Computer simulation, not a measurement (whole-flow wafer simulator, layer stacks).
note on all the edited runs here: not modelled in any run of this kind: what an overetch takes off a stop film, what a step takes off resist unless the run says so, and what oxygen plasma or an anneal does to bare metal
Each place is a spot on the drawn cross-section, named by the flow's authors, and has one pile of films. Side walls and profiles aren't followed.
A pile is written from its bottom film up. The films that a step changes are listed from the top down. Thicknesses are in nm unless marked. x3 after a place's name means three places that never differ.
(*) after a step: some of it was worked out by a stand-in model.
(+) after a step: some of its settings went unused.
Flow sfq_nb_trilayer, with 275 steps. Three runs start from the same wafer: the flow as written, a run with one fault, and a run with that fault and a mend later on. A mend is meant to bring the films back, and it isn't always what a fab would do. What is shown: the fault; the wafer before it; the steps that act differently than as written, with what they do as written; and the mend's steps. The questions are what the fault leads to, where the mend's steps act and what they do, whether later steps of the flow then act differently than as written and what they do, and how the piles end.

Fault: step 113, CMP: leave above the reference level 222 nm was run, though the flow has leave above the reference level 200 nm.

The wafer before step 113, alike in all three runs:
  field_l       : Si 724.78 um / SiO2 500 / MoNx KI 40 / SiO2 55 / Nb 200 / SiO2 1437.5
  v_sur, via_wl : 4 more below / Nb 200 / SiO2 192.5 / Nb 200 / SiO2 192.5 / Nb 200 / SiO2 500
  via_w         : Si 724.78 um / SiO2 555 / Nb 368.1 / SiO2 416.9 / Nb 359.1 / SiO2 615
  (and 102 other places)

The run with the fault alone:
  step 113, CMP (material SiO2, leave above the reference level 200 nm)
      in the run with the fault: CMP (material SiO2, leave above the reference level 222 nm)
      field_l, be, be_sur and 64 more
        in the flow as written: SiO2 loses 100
        in the run with the fault: SiO2 loses 78
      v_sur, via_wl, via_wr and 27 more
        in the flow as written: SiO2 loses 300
        in the run with the fault: SiO2 loses 278
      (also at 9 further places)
  Steps later in the flow that act otherwise than as written (3 other steps are not shown; they differ only slightly, by no more than 2% or 0.5 nm, whichever is larger):
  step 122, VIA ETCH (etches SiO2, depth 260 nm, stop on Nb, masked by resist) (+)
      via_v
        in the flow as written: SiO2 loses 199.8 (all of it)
        in the run with the fault: SiO2 loses 221.8 (all of it)
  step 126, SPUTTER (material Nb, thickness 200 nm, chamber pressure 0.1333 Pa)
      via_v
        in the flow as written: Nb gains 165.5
        in the run with the fault: Nb gains 160.8
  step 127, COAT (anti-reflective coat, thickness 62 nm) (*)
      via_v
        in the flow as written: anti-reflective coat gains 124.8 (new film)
        in the run with the fault: anti-reflective coat gains 129.6 (new film)
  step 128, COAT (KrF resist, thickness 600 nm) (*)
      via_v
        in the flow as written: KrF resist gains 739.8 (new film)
        in the run with the fault: KrF resist gains 758 (new film)
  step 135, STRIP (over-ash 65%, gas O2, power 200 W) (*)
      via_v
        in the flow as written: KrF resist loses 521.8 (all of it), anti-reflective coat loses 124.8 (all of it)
        in the run with the fault: KrF resist loses 540 (all of it), anti-reflective coat loses 129.6 (all of it)
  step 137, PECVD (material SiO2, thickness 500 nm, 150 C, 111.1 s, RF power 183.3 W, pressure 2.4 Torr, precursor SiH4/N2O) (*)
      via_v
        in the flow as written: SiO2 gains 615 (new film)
        in the run with the fault: SiO2 gains 641.8 (new film)
  At v_sur, via_wl, via_w and 29 more, the piles at the end differ from the flow's by more than 2% or 0.5 nm, whichever is larger.
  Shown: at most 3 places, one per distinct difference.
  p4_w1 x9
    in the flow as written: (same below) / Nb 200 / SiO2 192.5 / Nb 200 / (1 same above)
    in the run with the fault: (same below) / Nb 200 / SiO2 214.5 / Nb 200 / (1 same above)
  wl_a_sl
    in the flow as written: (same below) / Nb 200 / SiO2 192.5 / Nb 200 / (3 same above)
    in the run with the fault: (same below) / Nb 200 / SiO2 214.5 / Nb 200 / (3 same above)
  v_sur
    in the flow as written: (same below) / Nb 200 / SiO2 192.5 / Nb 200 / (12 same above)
    in the run with the fault: (same below) / Nb 200 / SiO2 214.5 / Nb 200 / (12 same above)

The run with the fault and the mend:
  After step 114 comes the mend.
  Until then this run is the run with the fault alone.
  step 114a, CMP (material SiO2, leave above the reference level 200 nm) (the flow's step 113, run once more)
      field_l, v_sur, via_wl and 103 more
        SiO2 loses 22
  Every later step of the flow that is run acts as written at every place that is followed.
  By the end, the piles equal the flow's at every place that both follow.
